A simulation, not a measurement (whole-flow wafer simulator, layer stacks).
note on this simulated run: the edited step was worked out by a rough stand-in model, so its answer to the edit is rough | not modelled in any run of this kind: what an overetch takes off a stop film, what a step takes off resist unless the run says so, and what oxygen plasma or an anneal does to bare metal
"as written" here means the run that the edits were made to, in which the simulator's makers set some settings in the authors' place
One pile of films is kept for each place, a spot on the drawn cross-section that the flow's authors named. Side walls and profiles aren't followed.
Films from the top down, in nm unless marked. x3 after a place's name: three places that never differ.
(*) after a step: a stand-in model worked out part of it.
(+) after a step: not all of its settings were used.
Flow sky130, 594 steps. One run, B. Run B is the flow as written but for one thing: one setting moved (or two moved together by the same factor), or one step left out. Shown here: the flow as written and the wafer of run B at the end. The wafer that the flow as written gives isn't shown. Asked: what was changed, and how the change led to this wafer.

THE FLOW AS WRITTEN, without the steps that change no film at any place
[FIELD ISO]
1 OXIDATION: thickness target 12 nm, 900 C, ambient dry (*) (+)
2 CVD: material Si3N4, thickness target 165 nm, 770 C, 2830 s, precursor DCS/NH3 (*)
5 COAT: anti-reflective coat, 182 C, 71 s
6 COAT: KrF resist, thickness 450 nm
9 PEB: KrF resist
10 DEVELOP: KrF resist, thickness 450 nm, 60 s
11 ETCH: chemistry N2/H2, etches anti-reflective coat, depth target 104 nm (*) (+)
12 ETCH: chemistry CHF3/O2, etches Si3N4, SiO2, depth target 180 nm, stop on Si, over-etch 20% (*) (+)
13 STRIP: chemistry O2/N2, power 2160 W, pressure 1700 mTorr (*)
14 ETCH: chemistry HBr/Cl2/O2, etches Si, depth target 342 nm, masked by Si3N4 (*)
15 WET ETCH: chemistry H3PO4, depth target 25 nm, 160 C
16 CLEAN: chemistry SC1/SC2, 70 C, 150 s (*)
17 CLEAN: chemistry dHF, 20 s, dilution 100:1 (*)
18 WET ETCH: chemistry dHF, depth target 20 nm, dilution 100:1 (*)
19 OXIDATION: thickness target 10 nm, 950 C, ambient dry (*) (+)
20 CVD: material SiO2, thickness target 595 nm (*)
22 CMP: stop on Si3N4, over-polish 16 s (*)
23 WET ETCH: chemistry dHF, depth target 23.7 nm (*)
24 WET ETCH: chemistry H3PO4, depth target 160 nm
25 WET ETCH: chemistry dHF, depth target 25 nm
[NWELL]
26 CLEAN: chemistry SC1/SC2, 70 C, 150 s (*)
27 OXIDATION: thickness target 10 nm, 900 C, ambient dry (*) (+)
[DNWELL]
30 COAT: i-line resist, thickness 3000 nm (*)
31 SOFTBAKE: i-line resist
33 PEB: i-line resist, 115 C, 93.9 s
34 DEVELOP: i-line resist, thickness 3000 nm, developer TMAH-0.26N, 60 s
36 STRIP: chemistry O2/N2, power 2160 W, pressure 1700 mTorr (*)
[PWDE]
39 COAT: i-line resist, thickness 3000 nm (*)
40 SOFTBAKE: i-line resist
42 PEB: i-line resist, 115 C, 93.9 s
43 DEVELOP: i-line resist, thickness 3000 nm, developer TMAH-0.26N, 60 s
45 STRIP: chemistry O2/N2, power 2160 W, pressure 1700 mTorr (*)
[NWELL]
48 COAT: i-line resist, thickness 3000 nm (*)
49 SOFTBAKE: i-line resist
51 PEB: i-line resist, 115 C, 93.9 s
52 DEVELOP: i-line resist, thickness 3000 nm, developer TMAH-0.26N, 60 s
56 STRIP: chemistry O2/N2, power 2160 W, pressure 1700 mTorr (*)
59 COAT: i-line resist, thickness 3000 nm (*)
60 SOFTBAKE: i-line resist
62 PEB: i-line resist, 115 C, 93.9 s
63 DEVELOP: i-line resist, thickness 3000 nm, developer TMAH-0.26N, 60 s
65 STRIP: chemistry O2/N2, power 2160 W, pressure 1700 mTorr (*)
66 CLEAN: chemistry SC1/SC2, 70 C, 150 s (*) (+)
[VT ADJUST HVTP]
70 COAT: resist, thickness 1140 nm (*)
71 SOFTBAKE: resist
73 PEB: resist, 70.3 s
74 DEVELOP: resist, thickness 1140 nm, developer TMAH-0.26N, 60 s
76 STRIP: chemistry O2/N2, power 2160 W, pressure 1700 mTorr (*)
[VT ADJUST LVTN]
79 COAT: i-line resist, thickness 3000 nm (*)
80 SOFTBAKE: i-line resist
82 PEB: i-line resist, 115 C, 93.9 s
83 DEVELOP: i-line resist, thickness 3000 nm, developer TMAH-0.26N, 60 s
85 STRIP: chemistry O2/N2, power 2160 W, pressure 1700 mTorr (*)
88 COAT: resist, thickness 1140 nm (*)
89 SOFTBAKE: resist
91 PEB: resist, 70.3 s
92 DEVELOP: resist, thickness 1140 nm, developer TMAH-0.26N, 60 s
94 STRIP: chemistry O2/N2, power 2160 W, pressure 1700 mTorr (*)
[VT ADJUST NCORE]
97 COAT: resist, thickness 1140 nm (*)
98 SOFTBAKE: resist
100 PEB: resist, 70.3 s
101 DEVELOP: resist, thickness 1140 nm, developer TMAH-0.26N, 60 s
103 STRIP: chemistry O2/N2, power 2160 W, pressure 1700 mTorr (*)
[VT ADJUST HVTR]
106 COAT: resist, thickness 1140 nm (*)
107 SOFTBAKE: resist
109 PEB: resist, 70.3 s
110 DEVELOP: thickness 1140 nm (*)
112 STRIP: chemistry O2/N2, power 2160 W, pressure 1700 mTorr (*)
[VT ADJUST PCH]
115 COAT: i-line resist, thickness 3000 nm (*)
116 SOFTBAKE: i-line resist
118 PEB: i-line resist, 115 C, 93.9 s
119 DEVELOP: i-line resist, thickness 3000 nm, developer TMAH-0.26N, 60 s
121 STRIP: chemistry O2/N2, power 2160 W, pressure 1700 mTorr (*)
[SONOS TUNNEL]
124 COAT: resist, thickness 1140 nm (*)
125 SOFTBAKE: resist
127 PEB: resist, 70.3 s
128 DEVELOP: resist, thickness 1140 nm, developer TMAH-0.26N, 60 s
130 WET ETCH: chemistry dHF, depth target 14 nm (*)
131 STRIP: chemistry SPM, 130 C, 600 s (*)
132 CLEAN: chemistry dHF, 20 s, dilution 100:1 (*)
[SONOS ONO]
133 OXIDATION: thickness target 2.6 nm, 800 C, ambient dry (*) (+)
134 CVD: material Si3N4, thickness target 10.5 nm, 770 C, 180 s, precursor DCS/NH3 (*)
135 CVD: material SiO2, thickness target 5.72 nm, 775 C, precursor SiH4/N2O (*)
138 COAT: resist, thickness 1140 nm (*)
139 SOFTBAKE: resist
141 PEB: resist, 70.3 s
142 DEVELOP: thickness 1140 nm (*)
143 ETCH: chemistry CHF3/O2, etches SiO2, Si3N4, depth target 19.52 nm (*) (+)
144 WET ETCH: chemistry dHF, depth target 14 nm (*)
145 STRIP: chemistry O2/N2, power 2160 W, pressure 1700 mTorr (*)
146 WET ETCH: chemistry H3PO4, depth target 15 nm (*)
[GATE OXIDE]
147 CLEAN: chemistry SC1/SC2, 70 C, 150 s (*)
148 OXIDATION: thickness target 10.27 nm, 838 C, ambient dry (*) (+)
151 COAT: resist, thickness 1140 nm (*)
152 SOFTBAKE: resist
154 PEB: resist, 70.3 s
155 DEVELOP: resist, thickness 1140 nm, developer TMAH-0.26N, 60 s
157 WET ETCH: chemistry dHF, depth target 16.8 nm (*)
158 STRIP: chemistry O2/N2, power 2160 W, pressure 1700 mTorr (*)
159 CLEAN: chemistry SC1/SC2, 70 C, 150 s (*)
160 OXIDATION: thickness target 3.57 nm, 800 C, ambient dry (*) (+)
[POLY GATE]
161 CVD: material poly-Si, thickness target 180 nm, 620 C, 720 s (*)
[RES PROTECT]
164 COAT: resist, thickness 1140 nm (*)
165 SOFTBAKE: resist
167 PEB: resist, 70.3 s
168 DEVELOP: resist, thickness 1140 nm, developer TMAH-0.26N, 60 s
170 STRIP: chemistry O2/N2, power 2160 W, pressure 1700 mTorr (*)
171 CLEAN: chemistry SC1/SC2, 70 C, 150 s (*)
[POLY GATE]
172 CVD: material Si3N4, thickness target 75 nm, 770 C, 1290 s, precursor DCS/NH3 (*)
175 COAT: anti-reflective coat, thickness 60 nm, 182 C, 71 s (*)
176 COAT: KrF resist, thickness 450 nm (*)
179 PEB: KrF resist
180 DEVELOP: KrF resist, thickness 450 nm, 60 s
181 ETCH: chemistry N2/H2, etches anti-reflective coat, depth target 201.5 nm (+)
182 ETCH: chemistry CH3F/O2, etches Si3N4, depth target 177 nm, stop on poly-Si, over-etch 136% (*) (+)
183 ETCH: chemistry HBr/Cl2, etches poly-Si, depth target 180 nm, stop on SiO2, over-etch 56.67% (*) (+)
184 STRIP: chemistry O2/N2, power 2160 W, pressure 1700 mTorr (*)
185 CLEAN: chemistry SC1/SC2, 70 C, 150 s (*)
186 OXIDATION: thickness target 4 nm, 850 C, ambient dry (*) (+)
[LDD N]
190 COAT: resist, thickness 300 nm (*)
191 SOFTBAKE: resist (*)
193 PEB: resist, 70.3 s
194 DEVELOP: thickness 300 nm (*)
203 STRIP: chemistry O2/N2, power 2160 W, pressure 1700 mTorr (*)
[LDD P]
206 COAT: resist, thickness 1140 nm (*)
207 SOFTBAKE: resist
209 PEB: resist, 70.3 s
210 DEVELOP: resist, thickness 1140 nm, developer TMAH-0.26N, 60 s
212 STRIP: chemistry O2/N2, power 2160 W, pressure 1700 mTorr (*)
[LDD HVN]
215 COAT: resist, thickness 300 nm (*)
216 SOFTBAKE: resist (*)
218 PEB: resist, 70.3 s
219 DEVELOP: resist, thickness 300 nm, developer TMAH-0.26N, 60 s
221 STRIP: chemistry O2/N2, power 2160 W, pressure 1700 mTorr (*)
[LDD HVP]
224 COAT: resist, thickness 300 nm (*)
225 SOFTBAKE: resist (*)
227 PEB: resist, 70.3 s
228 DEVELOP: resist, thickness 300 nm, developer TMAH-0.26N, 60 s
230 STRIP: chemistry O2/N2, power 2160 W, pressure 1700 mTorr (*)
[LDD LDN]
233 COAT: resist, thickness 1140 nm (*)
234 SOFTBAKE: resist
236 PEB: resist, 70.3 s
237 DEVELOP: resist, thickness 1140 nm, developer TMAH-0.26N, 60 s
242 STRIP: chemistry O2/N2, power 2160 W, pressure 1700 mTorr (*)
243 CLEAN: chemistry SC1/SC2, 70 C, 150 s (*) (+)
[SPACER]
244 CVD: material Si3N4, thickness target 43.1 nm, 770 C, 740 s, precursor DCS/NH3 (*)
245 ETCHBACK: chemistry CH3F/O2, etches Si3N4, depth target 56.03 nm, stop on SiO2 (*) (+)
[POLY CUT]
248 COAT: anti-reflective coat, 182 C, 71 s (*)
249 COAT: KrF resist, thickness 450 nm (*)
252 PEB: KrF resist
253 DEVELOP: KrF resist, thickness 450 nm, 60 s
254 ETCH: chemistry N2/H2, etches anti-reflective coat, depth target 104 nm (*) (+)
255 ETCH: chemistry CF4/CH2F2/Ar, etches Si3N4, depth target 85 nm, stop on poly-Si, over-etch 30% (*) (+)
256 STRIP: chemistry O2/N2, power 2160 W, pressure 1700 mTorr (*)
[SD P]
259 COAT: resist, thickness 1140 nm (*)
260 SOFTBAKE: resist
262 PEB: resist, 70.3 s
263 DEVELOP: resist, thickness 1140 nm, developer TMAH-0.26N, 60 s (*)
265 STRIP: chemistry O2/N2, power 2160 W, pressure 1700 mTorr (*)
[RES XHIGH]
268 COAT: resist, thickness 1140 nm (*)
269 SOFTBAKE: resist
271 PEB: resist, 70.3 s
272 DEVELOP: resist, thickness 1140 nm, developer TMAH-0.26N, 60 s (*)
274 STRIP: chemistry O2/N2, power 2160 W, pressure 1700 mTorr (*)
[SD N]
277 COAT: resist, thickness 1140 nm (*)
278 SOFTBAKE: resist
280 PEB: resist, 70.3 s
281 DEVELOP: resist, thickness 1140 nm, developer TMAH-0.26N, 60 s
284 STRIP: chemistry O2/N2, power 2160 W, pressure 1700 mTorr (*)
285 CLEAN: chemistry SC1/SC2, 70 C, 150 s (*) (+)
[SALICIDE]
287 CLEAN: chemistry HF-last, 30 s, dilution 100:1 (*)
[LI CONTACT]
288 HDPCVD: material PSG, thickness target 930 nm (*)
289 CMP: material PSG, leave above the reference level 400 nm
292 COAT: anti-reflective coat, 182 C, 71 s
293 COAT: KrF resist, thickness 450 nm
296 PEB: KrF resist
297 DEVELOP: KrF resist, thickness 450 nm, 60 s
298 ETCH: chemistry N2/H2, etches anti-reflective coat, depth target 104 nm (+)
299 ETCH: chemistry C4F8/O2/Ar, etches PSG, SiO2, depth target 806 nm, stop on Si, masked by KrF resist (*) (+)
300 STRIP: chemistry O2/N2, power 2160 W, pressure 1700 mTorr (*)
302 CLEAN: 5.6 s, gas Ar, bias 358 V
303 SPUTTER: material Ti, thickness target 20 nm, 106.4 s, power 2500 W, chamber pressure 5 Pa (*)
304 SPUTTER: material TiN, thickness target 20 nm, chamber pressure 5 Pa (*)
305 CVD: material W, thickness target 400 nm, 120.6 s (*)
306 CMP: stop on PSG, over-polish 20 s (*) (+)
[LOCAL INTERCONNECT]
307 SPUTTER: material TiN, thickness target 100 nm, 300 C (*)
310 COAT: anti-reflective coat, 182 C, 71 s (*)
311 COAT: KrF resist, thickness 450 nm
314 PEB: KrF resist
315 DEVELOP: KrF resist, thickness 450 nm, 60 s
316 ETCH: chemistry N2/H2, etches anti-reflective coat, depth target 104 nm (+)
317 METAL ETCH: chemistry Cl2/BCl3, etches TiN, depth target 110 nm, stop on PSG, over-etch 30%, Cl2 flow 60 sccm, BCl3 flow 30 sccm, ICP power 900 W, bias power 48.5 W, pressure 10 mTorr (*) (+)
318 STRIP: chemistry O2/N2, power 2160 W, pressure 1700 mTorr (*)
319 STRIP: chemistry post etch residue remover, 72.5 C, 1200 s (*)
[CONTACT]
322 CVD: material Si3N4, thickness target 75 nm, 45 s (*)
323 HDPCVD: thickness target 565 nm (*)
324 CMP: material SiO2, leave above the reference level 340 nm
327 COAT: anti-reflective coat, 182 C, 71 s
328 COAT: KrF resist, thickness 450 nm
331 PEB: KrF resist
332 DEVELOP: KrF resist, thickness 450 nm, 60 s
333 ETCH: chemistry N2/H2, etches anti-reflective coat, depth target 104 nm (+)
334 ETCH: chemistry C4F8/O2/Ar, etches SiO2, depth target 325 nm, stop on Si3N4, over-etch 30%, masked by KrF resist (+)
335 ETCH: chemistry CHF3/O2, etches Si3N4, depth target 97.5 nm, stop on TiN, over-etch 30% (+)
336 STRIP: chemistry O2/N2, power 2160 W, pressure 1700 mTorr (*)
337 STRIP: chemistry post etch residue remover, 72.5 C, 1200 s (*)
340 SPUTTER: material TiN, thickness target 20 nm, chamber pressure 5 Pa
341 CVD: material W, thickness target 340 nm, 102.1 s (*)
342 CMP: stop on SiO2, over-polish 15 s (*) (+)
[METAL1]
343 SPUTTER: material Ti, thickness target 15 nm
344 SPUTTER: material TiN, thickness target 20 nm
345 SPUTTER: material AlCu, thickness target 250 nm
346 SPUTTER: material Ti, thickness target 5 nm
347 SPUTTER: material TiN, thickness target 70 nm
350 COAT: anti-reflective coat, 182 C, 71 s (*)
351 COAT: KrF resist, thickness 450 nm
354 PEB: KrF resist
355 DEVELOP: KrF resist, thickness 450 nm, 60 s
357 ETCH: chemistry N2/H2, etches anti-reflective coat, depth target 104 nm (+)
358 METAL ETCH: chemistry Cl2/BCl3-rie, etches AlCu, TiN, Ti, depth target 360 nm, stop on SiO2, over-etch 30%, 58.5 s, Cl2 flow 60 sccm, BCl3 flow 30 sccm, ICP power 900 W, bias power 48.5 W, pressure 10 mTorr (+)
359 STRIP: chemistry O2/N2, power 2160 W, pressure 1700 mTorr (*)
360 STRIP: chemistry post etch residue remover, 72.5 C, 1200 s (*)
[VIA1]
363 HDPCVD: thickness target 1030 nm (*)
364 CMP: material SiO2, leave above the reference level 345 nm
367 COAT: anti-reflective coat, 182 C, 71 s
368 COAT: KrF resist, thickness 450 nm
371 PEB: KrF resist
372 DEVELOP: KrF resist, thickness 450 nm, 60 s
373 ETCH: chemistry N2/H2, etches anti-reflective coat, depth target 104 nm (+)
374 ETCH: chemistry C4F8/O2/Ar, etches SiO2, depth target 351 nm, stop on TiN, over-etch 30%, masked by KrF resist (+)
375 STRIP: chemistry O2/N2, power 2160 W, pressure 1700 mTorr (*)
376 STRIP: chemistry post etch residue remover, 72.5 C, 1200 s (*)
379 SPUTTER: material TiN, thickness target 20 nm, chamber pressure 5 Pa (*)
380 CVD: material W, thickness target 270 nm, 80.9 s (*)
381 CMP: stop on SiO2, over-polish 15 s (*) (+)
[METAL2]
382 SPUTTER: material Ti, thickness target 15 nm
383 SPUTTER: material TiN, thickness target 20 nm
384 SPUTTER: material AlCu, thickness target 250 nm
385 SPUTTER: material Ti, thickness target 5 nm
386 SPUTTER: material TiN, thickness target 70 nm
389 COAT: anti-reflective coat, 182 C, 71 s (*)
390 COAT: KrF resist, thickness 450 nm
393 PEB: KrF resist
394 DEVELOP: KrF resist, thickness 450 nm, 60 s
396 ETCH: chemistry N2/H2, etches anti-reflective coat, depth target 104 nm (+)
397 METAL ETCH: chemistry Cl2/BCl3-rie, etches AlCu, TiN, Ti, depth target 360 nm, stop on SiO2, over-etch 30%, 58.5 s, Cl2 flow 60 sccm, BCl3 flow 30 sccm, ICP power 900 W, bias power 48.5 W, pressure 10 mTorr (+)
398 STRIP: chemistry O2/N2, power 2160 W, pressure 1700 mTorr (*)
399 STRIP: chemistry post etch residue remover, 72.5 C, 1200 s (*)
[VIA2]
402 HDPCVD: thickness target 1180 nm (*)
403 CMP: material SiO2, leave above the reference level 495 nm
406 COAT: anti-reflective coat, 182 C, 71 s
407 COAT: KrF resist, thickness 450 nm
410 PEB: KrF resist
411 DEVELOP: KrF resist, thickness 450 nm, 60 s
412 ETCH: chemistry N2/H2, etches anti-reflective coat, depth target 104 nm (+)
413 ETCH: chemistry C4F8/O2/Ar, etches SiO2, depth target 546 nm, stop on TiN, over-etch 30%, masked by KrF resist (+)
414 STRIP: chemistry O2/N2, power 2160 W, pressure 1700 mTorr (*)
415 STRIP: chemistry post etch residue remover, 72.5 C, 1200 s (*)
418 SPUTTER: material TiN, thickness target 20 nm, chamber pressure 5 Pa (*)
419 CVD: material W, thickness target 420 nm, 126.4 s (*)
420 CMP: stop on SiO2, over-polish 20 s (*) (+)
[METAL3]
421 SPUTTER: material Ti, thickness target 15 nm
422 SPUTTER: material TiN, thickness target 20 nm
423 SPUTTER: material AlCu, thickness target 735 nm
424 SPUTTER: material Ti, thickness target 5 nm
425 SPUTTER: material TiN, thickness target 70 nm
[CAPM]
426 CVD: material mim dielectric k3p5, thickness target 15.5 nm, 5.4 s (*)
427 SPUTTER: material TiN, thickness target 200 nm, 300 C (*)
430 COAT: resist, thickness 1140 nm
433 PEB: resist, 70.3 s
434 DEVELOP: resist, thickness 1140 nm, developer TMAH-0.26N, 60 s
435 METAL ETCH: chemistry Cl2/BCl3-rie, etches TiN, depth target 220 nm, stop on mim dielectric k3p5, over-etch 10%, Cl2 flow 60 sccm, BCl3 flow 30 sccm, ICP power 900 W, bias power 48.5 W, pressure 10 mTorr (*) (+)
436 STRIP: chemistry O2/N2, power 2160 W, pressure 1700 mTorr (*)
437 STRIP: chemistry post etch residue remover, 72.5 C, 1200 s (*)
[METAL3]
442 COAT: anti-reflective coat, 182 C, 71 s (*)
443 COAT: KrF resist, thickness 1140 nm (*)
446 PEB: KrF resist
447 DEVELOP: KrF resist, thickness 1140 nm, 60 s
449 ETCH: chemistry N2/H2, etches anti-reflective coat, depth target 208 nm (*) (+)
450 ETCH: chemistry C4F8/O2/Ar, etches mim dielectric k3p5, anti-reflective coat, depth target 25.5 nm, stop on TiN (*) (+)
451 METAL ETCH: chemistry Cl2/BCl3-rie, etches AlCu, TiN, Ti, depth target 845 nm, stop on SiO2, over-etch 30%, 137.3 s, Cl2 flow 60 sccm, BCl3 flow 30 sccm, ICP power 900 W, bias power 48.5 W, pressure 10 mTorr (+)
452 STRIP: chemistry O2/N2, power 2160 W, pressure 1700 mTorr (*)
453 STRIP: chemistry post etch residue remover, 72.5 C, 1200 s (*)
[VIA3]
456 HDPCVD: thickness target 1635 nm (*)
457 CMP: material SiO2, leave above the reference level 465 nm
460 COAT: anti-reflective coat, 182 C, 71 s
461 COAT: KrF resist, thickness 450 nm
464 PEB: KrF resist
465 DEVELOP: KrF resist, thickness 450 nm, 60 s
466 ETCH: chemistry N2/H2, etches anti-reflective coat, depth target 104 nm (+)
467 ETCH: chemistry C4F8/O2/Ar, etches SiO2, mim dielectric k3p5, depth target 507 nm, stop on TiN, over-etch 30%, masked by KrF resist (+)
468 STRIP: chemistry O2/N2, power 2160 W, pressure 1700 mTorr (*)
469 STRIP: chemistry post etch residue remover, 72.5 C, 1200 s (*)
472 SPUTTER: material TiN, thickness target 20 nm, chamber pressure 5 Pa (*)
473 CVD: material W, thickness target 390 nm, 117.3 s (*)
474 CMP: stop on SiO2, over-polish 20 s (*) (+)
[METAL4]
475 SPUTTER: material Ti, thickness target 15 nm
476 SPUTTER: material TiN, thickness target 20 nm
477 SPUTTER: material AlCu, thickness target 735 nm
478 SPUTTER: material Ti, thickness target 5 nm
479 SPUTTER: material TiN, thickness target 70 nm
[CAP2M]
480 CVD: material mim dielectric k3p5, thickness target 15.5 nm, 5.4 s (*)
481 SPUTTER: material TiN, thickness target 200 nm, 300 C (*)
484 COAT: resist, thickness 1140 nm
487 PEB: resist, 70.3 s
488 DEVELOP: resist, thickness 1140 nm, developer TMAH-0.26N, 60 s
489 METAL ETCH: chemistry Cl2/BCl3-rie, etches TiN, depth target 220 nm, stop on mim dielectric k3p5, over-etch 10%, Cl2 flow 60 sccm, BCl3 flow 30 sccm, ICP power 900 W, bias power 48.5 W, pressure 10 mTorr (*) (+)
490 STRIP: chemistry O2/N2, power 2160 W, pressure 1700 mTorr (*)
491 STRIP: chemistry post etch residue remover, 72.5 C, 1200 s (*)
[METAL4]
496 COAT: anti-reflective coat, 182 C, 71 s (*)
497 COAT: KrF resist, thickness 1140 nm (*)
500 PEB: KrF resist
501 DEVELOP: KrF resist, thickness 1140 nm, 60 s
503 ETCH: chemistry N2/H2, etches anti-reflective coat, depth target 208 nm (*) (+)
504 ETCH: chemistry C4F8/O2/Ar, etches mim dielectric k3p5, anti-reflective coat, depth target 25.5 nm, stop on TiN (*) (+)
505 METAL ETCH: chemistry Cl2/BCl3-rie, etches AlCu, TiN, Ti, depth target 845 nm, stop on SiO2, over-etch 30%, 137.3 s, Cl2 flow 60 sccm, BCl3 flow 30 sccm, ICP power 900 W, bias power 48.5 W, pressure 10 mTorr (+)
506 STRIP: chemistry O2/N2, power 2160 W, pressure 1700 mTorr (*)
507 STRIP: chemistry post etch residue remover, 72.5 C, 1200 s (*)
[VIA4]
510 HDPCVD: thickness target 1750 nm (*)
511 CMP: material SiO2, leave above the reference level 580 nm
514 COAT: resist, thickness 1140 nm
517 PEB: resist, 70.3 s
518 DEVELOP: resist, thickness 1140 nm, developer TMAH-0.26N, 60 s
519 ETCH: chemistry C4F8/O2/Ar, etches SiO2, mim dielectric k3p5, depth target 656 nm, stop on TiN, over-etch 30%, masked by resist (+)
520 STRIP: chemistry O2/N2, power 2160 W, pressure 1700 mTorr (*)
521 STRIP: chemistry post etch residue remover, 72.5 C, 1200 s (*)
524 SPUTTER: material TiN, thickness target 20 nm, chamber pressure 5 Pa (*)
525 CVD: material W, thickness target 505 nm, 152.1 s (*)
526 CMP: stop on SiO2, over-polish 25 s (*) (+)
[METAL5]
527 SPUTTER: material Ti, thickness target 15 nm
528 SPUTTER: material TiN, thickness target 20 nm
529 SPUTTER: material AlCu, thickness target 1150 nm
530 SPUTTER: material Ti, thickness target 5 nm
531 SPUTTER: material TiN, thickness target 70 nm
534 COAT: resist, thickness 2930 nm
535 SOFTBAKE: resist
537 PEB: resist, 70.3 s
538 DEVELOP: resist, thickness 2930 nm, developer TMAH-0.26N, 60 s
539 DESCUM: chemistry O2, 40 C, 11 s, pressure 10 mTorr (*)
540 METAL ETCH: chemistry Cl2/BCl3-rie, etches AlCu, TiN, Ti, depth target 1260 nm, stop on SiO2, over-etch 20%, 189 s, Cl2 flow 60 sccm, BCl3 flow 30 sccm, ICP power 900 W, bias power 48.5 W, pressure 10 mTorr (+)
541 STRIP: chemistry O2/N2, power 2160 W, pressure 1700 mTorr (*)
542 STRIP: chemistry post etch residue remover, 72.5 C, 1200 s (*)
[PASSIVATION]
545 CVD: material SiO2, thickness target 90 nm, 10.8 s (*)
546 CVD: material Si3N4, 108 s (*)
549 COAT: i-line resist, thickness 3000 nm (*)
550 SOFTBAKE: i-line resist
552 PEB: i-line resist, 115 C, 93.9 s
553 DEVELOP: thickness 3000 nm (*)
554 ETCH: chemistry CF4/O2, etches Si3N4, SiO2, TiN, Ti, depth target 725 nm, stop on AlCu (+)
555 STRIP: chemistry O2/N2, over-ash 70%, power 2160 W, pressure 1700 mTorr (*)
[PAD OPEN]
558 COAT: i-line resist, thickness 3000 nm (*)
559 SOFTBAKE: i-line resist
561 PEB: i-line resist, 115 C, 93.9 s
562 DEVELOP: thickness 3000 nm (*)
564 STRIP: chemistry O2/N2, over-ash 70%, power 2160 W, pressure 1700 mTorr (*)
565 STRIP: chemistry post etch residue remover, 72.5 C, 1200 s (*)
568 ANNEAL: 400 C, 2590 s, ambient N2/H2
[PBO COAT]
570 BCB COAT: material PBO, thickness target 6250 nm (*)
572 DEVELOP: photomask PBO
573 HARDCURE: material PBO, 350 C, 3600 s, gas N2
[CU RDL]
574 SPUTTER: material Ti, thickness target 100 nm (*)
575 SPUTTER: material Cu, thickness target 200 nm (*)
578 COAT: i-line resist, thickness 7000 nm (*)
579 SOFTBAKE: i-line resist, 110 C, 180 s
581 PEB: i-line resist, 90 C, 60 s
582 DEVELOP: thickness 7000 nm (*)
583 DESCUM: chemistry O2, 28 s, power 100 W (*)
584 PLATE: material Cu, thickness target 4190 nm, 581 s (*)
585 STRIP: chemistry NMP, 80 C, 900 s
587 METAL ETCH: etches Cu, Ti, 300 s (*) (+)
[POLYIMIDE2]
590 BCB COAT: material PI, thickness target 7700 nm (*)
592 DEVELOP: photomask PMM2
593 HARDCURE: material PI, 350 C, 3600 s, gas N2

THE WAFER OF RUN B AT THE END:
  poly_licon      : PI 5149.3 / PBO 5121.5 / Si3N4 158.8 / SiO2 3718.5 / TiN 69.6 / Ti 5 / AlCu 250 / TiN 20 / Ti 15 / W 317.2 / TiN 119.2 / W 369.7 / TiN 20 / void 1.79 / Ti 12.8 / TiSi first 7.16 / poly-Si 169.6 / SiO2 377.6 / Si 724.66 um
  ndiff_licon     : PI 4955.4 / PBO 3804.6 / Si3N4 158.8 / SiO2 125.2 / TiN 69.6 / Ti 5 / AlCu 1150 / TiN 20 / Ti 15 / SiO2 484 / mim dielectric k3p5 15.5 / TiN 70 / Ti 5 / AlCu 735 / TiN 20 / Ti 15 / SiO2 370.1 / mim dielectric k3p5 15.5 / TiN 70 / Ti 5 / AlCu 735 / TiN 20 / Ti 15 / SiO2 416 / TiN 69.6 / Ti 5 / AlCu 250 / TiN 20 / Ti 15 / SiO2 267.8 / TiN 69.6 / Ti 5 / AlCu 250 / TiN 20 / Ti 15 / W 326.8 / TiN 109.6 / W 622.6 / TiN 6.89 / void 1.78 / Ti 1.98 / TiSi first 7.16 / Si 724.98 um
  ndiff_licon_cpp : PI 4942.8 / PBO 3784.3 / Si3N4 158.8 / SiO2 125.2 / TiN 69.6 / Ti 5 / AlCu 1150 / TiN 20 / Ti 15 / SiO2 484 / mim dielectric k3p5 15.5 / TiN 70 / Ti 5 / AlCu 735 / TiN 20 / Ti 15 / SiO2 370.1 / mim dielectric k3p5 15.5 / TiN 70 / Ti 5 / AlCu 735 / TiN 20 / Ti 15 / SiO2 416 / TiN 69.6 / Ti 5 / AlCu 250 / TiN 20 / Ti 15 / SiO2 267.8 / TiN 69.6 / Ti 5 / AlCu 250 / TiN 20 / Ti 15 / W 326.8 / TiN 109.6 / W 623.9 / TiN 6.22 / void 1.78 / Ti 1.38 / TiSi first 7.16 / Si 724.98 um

The cause: step 303, SPUTTER: 90.41 s was run, where the flow has 106.4 s.

How the change led to this, step by step:
  303 SPUTTER: material Ti, thickness target 20 nm, 106.4 s, power 2500 W, chamber pressure 5 Pa (*)
      field, active, n_well and 185 more: Ti +17 (new film) (as written it would be: Ti +20 (new film))
      ndiff_licon: Ti +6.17 (new film) (as written it would be: Ti +7.24 (new film))
      (and at 2 more places)
  306 CMP: stop on PSG, over-polish 20 s (*) (+)
      field, active, n_well and 184 more: W -400 (all of it), TiN -20 (all of it), Ti -17 (all of it), PSG -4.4 (as written it would be: W -400 (all of it), TiN -20 (all of it), Ti -20 (all of it), PSG -4.4)
      poly_licon: W -30.3 (as written it would be: W -33.3)
